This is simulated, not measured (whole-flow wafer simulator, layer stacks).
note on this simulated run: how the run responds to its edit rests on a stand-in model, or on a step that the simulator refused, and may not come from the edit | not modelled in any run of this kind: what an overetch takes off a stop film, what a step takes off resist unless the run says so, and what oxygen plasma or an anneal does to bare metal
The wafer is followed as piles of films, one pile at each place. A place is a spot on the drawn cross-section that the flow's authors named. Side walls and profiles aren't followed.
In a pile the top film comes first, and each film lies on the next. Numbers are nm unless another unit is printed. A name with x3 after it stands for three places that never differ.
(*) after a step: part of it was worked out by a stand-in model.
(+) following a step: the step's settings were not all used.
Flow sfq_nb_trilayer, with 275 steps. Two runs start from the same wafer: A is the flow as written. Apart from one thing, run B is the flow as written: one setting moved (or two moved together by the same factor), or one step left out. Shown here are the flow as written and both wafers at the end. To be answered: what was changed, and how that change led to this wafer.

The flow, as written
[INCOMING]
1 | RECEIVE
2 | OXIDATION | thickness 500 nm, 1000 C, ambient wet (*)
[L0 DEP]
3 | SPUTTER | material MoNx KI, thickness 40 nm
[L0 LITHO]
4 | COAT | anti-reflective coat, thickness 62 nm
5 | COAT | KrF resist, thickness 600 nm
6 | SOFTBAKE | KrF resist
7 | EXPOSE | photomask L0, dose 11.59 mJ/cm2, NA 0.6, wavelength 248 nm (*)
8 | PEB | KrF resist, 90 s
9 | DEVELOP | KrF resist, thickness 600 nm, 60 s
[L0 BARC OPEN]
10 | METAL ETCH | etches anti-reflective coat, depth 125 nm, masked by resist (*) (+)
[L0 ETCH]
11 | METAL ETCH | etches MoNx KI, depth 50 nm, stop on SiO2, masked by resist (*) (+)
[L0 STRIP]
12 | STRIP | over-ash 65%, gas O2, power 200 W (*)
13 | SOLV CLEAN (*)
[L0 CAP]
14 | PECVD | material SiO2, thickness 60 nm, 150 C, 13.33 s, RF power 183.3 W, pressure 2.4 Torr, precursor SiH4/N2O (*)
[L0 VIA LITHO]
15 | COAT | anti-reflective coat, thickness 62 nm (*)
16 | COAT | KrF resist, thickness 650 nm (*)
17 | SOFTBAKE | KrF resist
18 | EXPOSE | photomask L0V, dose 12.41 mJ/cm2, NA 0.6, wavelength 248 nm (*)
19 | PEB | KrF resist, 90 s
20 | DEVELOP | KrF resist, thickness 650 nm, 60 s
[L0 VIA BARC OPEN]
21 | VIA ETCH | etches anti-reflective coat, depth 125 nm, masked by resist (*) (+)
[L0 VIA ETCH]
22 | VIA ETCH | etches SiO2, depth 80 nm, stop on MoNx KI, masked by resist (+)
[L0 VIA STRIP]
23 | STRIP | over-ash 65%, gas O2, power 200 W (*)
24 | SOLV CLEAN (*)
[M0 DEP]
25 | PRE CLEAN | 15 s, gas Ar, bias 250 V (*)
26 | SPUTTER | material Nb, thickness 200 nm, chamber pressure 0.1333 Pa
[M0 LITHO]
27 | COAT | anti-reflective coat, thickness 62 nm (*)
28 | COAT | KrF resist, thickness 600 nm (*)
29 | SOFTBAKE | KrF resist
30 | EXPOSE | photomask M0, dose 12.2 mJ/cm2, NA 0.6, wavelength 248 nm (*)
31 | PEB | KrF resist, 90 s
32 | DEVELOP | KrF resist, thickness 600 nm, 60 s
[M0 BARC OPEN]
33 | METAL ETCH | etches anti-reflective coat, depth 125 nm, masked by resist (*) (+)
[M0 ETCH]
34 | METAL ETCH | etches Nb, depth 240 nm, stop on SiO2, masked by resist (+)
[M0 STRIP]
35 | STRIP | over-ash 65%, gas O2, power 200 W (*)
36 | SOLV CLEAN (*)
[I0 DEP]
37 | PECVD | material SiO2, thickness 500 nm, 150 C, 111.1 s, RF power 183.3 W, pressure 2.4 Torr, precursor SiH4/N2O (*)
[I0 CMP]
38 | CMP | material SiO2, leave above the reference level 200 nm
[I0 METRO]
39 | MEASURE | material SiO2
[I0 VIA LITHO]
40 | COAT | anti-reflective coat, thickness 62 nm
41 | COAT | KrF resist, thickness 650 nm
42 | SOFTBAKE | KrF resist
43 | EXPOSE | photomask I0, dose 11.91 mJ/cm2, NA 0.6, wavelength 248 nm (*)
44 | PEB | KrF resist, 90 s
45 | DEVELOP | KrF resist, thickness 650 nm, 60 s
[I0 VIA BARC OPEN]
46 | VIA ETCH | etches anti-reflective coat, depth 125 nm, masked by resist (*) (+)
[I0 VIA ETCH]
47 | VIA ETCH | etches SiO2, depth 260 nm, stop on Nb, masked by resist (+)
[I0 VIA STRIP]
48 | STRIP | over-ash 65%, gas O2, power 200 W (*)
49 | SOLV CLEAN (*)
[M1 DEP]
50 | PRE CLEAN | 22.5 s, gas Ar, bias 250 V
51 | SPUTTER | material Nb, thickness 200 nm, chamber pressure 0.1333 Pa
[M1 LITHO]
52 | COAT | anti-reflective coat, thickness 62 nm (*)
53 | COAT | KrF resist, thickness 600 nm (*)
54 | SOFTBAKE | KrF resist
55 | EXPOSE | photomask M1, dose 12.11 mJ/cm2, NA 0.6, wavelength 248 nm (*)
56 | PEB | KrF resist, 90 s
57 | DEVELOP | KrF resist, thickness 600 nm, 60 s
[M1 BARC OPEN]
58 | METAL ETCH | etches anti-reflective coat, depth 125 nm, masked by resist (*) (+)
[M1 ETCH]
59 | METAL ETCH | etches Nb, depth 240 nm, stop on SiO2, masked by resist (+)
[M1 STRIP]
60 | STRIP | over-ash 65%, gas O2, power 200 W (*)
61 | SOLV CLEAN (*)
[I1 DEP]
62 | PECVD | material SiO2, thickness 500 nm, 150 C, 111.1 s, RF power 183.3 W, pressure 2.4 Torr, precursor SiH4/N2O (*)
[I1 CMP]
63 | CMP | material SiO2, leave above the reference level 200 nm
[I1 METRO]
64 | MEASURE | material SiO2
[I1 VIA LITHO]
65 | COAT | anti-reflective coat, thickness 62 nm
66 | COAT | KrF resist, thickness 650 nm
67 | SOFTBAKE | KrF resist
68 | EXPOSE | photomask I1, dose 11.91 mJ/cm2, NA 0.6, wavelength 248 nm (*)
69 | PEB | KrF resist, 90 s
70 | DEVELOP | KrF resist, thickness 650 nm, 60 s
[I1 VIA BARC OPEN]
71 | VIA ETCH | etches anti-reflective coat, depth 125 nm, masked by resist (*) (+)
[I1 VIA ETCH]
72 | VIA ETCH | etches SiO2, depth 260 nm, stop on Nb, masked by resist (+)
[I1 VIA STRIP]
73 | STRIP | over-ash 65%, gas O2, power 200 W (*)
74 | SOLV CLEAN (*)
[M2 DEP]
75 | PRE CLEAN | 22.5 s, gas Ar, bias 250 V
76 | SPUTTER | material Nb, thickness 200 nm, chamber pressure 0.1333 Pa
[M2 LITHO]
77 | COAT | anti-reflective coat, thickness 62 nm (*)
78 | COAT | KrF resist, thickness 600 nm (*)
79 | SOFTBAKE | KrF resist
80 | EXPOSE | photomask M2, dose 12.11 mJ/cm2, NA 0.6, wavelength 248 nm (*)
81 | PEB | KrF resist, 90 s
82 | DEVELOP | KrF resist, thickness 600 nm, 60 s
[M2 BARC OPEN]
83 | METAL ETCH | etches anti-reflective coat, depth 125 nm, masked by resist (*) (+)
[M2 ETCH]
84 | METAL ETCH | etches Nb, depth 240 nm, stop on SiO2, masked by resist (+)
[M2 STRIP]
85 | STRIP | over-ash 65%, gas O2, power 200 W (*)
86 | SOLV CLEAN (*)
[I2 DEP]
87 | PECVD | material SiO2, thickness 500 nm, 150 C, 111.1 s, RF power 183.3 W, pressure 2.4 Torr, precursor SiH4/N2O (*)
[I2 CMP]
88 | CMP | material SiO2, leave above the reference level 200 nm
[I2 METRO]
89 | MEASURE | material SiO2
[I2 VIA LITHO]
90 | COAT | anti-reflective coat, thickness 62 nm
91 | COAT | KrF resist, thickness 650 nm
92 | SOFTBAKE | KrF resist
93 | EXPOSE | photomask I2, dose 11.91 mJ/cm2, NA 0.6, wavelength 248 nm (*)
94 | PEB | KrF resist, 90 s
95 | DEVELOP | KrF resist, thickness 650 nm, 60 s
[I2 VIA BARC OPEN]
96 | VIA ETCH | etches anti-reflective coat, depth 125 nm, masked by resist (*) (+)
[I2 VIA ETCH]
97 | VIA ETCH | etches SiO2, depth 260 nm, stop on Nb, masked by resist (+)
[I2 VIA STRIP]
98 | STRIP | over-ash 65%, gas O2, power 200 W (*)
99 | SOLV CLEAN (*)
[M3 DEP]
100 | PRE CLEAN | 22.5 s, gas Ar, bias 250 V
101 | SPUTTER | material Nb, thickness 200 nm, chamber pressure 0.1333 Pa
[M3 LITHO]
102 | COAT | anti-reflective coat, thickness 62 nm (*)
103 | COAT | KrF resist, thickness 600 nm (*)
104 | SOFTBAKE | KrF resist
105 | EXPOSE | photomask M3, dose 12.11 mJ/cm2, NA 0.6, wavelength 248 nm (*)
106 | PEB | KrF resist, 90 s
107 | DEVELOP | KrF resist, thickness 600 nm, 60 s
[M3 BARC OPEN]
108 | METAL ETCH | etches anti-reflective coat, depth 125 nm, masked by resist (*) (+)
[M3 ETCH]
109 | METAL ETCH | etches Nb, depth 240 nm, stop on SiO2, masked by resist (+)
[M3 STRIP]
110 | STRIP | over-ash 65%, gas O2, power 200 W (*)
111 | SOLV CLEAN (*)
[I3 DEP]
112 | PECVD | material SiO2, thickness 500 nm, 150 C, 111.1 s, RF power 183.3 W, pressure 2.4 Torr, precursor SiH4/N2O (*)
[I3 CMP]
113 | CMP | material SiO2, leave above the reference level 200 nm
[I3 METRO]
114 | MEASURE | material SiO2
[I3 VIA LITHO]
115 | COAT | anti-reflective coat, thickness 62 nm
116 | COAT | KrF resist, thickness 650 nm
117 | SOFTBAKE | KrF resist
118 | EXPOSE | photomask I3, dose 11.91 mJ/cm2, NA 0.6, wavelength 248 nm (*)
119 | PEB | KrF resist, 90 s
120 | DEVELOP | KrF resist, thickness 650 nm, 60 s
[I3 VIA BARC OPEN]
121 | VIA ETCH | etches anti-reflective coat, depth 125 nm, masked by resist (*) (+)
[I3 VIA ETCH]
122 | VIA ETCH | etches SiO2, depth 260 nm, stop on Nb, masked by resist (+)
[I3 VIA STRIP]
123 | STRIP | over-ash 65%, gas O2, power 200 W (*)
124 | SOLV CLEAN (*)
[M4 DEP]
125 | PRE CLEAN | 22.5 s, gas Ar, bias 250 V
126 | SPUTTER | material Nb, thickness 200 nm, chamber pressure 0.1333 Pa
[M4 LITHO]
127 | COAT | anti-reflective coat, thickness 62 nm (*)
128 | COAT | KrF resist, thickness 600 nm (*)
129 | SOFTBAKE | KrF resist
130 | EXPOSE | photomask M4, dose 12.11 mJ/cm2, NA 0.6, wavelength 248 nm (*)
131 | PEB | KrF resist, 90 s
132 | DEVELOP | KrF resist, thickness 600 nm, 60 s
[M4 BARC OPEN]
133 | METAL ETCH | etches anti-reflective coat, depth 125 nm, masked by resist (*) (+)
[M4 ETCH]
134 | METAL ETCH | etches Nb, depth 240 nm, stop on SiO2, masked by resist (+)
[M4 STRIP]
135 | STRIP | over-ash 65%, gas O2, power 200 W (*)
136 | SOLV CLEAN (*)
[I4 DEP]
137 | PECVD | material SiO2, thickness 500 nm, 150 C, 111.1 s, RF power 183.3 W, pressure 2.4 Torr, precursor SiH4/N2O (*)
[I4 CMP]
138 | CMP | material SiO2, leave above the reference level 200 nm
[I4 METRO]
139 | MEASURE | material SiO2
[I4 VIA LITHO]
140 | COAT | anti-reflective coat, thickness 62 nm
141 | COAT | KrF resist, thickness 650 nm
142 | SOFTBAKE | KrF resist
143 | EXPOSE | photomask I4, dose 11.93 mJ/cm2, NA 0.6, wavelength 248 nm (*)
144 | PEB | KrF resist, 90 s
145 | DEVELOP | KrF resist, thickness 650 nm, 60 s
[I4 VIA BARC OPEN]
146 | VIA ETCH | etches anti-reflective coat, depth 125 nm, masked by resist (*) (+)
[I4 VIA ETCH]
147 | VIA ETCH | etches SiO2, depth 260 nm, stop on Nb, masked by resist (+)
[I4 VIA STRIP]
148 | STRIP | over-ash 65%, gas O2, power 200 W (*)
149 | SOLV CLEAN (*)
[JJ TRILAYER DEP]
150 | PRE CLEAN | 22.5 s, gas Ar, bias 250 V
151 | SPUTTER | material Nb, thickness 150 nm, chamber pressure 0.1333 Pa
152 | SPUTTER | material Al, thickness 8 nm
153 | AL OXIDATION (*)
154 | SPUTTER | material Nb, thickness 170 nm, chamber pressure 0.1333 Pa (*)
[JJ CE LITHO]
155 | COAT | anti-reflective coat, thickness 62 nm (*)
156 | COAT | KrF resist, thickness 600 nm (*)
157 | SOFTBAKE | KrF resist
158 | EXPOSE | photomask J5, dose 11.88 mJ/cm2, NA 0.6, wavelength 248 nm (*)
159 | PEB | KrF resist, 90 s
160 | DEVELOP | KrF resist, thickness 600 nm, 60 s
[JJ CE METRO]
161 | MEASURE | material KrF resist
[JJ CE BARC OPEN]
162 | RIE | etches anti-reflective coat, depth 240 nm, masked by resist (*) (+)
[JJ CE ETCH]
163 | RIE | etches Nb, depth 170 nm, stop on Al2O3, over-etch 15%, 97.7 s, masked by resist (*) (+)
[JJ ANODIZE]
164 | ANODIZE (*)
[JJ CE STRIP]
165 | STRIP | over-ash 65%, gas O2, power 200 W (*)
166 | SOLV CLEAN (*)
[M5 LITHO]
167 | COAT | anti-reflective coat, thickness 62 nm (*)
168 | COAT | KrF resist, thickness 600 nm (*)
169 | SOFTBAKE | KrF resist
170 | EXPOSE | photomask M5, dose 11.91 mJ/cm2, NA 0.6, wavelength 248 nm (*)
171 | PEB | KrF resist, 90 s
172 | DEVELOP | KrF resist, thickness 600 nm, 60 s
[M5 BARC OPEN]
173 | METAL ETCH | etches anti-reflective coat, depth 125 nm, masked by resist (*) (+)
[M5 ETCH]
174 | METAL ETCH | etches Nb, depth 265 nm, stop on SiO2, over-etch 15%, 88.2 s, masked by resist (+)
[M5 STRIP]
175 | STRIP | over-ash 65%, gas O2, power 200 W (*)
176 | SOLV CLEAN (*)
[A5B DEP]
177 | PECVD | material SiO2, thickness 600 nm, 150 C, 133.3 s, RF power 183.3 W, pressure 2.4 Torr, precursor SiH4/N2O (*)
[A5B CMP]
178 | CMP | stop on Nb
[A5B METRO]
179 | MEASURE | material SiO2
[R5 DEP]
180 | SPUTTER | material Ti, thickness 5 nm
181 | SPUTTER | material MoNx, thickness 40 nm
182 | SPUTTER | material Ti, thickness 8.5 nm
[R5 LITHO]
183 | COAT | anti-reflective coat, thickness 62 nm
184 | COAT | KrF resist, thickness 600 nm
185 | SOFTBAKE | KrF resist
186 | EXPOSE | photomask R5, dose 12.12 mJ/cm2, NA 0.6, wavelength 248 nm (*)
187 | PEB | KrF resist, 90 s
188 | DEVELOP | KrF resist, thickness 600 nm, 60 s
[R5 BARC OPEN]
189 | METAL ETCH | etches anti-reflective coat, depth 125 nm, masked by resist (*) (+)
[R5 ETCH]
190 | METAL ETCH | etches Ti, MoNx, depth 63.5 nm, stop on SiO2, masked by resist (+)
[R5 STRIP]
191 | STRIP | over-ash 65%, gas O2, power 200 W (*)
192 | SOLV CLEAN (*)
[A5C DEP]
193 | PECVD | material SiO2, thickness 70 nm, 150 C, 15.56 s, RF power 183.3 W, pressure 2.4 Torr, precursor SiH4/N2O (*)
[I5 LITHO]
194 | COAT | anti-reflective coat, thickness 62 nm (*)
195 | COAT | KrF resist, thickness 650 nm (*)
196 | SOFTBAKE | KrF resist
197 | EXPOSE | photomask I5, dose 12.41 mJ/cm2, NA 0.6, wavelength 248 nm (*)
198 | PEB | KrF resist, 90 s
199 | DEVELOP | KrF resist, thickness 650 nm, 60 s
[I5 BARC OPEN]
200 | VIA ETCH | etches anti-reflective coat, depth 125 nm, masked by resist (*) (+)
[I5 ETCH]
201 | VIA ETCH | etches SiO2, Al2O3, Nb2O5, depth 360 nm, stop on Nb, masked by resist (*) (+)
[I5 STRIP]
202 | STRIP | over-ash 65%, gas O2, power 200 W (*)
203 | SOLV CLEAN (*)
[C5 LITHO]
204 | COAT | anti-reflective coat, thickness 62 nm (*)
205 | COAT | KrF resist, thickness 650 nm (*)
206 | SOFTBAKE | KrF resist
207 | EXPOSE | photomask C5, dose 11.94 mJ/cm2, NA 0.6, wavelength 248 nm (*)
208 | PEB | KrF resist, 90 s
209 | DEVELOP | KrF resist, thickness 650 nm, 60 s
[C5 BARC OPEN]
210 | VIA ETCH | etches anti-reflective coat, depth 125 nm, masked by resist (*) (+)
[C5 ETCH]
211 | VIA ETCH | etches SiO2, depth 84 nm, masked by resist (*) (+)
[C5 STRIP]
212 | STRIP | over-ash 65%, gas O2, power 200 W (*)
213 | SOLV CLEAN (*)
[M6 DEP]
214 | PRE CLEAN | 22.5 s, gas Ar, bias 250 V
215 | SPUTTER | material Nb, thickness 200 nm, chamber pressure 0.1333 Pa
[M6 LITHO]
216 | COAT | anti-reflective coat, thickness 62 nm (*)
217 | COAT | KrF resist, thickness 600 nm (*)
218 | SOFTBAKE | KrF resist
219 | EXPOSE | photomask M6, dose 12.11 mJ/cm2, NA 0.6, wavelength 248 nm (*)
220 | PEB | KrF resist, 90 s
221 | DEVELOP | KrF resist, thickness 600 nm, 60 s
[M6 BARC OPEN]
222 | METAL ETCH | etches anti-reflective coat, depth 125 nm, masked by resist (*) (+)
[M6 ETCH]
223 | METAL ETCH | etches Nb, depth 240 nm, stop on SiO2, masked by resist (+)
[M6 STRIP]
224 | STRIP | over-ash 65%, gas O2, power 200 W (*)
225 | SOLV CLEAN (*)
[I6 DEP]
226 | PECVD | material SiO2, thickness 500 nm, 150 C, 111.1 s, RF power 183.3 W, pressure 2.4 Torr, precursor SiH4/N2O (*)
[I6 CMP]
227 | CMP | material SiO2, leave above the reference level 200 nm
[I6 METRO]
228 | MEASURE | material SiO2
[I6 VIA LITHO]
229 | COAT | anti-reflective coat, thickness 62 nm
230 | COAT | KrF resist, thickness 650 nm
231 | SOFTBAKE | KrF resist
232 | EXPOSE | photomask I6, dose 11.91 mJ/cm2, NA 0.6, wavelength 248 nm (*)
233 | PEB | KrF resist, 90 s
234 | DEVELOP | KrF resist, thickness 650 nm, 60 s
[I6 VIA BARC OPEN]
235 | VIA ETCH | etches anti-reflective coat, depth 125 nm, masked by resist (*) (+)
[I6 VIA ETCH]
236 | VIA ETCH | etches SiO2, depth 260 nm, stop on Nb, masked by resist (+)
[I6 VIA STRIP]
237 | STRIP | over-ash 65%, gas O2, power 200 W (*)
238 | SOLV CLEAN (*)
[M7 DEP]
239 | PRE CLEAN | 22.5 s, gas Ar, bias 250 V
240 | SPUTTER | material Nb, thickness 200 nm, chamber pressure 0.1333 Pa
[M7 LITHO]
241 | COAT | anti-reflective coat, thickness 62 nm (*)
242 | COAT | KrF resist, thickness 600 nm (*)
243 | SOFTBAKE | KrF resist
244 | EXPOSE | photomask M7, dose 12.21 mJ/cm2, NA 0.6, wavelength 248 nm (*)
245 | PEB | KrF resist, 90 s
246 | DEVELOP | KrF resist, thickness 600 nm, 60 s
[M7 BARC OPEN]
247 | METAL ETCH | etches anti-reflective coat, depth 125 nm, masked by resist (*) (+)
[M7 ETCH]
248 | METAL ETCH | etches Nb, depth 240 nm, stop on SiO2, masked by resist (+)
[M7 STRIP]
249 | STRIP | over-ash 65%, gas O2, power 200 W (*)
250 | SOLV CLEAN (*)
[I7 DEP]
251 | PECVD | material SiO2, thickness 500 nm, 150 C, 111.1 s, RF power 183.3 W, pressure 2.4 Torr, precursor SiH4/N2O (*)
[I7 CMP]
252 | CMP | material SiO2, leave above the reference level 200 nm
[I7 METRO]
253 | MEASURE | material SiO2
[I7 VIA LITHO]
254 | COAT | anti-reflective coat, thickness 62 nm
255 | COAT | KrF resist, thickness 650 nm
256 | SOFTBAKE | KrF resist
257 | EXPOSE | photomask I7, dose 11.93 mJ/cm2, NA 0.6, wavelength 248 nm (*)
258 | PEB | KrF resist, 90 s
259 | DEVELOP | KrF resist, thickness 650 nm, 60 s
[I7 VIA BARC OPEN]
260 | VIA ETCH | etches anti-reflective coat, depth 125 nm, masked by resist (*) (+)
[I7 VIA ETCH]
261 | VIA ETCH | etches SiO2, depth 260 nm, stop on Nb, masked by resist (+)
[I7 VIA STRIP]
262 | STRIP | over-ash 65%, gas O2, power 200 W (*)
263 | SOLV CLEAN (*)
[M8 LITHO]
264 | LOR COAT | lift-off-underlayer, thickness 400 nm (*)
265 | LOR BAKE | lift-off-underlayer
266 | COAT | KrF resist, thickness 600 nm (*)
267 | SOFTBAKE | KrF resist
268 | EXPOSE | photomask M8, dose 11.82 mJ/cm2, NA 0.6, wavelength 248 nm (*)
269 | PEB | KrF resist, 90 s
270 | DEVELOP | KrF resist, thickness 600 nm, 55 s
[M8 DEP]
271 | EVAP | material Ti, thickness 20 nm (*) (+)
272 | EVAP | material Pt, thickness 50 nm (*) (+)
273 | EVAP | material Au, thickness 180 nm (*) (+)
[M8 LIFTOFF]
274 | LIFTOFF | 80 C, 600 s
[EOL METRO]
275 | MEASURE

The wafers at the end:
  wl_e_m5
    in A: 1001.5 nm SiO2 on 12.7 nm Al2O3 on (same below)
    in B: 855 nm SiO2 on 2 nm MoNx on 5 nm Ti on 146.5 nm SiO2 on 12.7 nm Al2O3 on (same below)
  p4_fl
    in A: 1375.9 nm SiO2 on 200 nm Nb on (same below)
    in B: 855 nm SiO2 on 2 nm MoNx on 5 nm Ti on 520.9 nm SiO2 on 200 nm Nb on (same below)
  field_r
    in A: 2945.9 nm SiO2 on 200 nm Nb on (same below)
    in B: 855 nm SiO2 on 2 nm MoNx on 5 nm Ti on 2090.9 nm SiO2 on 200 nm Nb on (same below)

What caused this: step 181, SPUTTER: thickness 57 nm was run, whereas the flow has thickness 40 nm.

How this came from the change, step by step:
  181 | SPUTTER | material MoNx, thickness 40 nm
      field_l, v_sur, via_wl and 103 more: A MoNx gains 40 (new film) | B MoNx gains 57 (new film)
  190 | METAL ETCH | etches Ti, MoNx, depth 63.5 nm, stop on SiO2, masked by resist (+)
      field_l, v_sur, via_wl and 92 more: A Ti loses 8.5 (all of it), MoNx loses 40 (all of it), Ti loses 5 (all of it) | B Ti loses 8.5 (all of it), MoNx loses 55
      ce_l, c5j, ce_r, wl_jj: A Ti loses 8.5 (all of it), MoNx loses 40 (all of it), Ti loses 5 (all of it), Nb loses 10 | B Ti loses 8.5 (all of it), MoNx loses 55
  193 | PECVD | material SiO2, thickness 70 nm, 150 C, 15.56 s, RF power 183.3 W, pressure 2.4 Torr, precursor SiH4/N2O (*)
      field_l, v_sur, via_wl and 92 more: A SiO2 gains 70 | B SiO2 gains 70 (new film)
  194 | COAT | anti-reflective coat, thickness 62 nm (*)
      wl_j_sl, wl_j_sr: A anti-reflective coat gains 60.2 (new film) | B anti-reflective coat gains 62 (new film)
      r5r_spacepad_l, r5r_spacepad_r: A anti-reflective coat gains 84.4 (new film) | B anti-reflective coat gains 88.7 (new film)
      (and at 12 other places as well)
  201 | VIA ETCH | etches SiO2, Al2O3, Nb2O5, depth 360 nm, stop on Nb, masked by resist (*) (+)
      be: A SiO2 loses 216.4 (all of it), Al2O3 loses 12.7 (all of it), Nb2O5 loses 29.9 (all of it) | B SiO2 loses 69.8 (all of it), MoNx loses 2 (all of it), Ti loses 5 (all of it), SiO2 loses 146.5 (all of it), Al2O3 loses 12.7 (all of it), Nb2O5 loses 29.9 (all of it)
  202 | STRIP | over-ash 65%, gas O2, power 200 W (*)
      wl_j_sl, wl_j_sr: A KrF resist loses 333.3 (all of it), anti-reflective coat loses 60.2 (all of it) | B KrF resist loses 333 (all of it), anti-reflective coat loses 62 (all of it)
      r5r_spacepad_l, r5r_spacepad_r: A KrF resist loses 335.6 (all of it), anti-reflective coat loses 84.4 (all of it) | B KrF resist loses 335.9 (all of it), anti-reflective coat loses 88.7 (all of it)
      (and at 12 other places as well)
  204 | COAT | anti-reflective coat, thickness 62 nm (*)
      wl_j_sl, wl_j_sr: A anti-reflective coat gains 60.2 (new film) | B anti-reflective coat gains 62 (new film)
      r5r_spacepad_l, r5r_spacepad_r: A anti-reflective coat gains 84.4 (new film) | B anti-reflective coat gains 88.7 (new film)
      (and at 12 other places as well)
  210 | VIA ETCH | etches anti-reflective coat, depth 125 nm, masked by resist (*) (+)
      c5j: A anti-reflective coat loses 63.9 (all of it), SiO2 loses 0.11 | B anti-reflective coat loses 61.2 (all of it), SiO2 loses 0.11
  211 | VIA ETCH | etches SiO2, depth 84 nm, masked by resist (*) (+)
      c5j: A SiO2 loses 69.9 (all of it), Nb loses 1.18 | B SiO2 loses 69.9 (all of it)
  212 | STRIP | over-ash 65%, gas O2, power 200 W (*)
      wl_j_sl, wl_j_sr: A KrF resist loses 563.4 (all of it), anti-reflective coat loses 60.2 (all of it) | B KrF resist loses 564 (all of it), anti-reflective coat loses 62 (all of it)
      r5r_spacepad_l, r5r_spacepad_r: A KrF resist loses 565.8 (all of it), anti-reflective coat loses 84.4 (all of it) | B KrF resist loses 566.9 (all of it), anti-reflective coat loses 88.7 (all of it)
      (and at 11 other places as well)
  214 | PRE CLEAN | 22.5 s, gas Ar, bias 250 V
      c5j: A Nb loses 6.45 | B MoNx loses 2 (all of it), Ti loses 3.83
  215 | SPUTTER | material Nb, thickness 200 nm, chamber pressure 0.1333 Pa
      c5j: A Nb gains 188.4 | B Nb gains 189.1 (new film)
  216 | COAT | anti-reflective coat, thickness 62 nm (*)
      r5r_line_l, r5r_line_c, r5r_line_r: A anti-reflective coat gains 50 (new film) | B anti-reflective coat gains 48.6 (new film)
      wl_j_sl, wl_j_sr: A anti-reflective coat gains 60.2 (new film) | B anti-reflective coat gains 62 (new film)
      (and at 12 other places as well)
  222 | METAL ETCH | etches anti-reflective coat, depth 125 nm, masked by resist (*) (+)
      r5r_line_l, r5r_line_c, r5r_line_r: A anti-reflective coat loses 50 (all of it) | B anti-reflective coat loses 48.6 (all of it)
      r5r_spacepad_l, r5r_spacepad_r: A anti-reflective coat loses 85.7 (all of it) | B anti-reflective coat loses 90.7 (all of it)
      (and at 1 other place as well)
  224 | STRIP | over-ash 65%, gas O2, power 200 W (*)
      wl_j_sl, wl_j_sr: A KrF resist loses 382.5 (all of it), anti-reflective coat loses 60.2 (all of it) | B KrF resist loses 382.4 (all of it), anti-reflective coat loses 62 (all of it)
      jj_sur: A KrF resist loses 378.5 (all of it), anti-reflective coat loses 56.1 (all of it) | B KrF resist loses 378.6 (all of it), anti-reflective coat loses 58.6 (all of it)
      (and at 8 other places as well)
  227 | CMP | material SiO2, leave above the reference level 200 nm
      r5r_line_l, r5r_spacepad_l, r5r_spacepad_r, r5r_line_c, r5r_line_r: A SiO2 loses 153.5 | B SiO2 loses 163.5
      ce_l, ce_r, wl_jj: A SiO2 loses 290 | B SiO2 loses 300
      (and at 5 other places as well)
With metal films that touch counted as one body, wl_e_m5 has 7 bodies (between them, from the top down: SiO2 146.5 / Al2O3 12.7 / Nb2O5 29.9; SiO2 192.5; SiO2 192.5; SiO2 192.5; SiO2 192.5; SiO2 192.5); the flow as written gives 6 bodies (between them, from the top down: SiO2 192.5; SiO2 192.5; SiO2 192.5; SiO2 192.5; SiO2 192.5).
With metal films that touch counted as one body, p4_fl has 3 bodies (between them, from the top down: SiO2 520.9; SiO2 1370); the flow as written gives 2 bodies (between them, from the top down: SiO2 1370).
With metal films that touch counted as one body, field_r has 2 bodies (between them, from the top down: SiO2 2090.9); the flow as written gives 1 body.
